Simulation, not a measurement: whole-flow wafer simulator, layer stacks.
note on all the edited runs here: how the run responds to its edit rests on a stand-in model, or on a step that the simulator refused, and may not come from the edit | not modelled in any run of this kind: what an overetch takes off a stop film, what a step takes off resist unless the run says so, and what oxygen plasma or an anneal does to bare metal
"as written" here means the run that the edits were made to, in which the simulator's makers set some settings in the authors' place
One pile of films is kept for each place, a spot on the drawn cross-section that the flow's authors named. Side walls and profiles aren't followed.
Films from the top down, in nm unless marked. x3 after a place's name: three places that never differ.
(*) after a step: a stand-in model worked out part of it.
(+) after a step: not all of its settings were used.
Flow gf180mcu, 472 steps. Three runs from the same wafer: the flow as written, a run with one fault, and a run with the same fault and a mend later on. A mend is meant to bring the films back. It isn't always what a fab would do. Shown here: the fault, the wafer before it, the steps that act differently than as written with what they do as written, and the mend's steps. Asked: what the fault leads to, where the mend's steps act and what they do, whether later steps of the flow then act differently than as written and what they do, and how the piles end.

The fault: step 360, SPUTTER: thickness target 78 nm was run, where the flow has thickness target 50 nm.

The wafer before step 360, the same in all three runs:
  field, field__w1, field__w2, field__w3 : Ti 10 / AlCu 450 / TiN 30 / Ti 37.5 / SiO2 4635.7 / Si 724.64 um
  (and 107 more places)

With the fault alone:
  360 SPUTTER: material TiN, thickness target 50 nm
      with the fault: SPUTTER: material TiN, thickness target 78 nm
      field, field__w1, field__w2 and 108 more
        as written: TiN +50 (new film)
        with the fault: TiN +78 (new film)
  Later steps of the flow that act differently than as written (3 more steps differ only slightly, by at most 2% or 0.5 nm, whichever is larger, and aren't shown):
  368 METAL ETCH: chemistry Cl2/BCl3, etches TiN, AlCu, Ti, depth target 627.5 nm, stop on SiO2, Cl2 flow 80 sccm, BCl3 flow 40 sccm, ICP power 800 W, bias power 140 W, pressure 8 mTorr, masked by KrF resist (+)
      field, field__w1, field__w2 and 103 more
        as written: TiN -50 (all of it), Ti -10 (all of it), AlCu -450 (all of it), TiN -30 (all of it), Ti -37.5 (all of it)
        with the fault: TiN -78 (all of it), Ti -10 (all of it), AlCu -450 (all of it), TiN -30 (all of it), Ti -37.5 (all of it)
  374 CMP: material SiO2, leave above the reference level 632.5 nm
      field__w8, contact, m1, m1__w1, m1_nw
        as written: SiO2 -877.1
        with the fault: SiO2 -905.1
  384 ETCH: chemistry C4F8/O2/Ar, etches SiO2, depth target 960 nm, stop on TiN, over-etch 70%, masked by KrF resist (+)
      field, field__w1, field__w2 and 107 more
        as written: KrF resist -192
        with the fault: KrF resist -185.1
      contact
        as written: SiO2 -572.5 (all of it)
        with the fault: SiO2 -544.5 (all of it)
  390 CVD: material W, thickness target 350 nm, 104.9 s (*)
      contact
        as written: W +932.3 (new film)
        with the fault: W +904 (new film)
  At the end the piles differ from the flow's by more than 2% or 0.5 nm, whichever is larger, at field__w8, contact, m1, m1__w1, m1_nw.
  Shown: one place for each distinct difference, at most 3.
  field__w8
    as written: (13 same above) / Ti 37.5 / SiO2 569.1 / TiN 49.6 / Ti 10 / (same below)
    with the fault: (13 same above) / Ti 37.5 / SiO2 541.1 / TiN 77.6 / Ti 10 / (same below)
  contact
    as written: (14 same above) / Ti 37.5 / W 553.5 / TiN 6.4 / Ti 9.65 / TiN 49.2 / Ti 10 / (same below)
    with the fault: (14 same above) / Ti 37.5 / W 525.2 / TiN 6.51 / Ti 9.81 / TiN 77.2 / Ti 10 / (same below)

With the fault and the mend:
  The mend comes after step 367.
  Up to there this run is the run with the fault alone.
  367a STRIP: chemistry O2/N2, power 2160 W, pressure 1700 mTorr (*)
      field__w8, contact, m1, m1__w1, m1_nw
        KrF resist -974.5 (all of it)
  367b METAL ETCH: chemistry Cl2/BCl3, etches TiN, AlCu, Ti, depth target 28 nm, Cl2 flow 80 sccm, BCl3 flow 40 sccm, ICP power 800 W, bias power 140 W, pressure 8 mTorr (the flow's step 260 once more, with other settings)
      field, field__w1, field__w2 and 108 more
        TiN -28
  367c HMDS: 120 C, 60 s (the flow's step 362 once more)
      changes no film at any place that is followed
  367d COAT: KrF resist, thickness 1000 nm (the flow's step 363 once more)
      field, field__w1, field__w2 and 108 more
        KrF resist +1000 (new film)
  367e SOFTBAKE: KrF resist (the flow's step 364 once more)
      changes no film at any place that is followed
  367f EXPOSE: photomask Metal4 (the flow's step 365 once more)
      changes no film at any place that is followed
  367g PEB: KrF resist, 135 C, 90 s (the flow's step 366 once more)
      field, field__w1, field__w2 and 108 more
        KrF resist -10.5
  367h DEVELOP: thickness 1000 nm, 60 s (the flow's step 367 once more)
      field, field__w1, field__w2 and 103 more
        KrF resist -989.5 (all of it)
      field__w8, contact, m1, m1__w1, m1_nw
        KrF resist -14.9
  No later step of the flow acts differently than as written at any place that is followed.
  At the end the piles are the same as the flow's at every place that both follow.
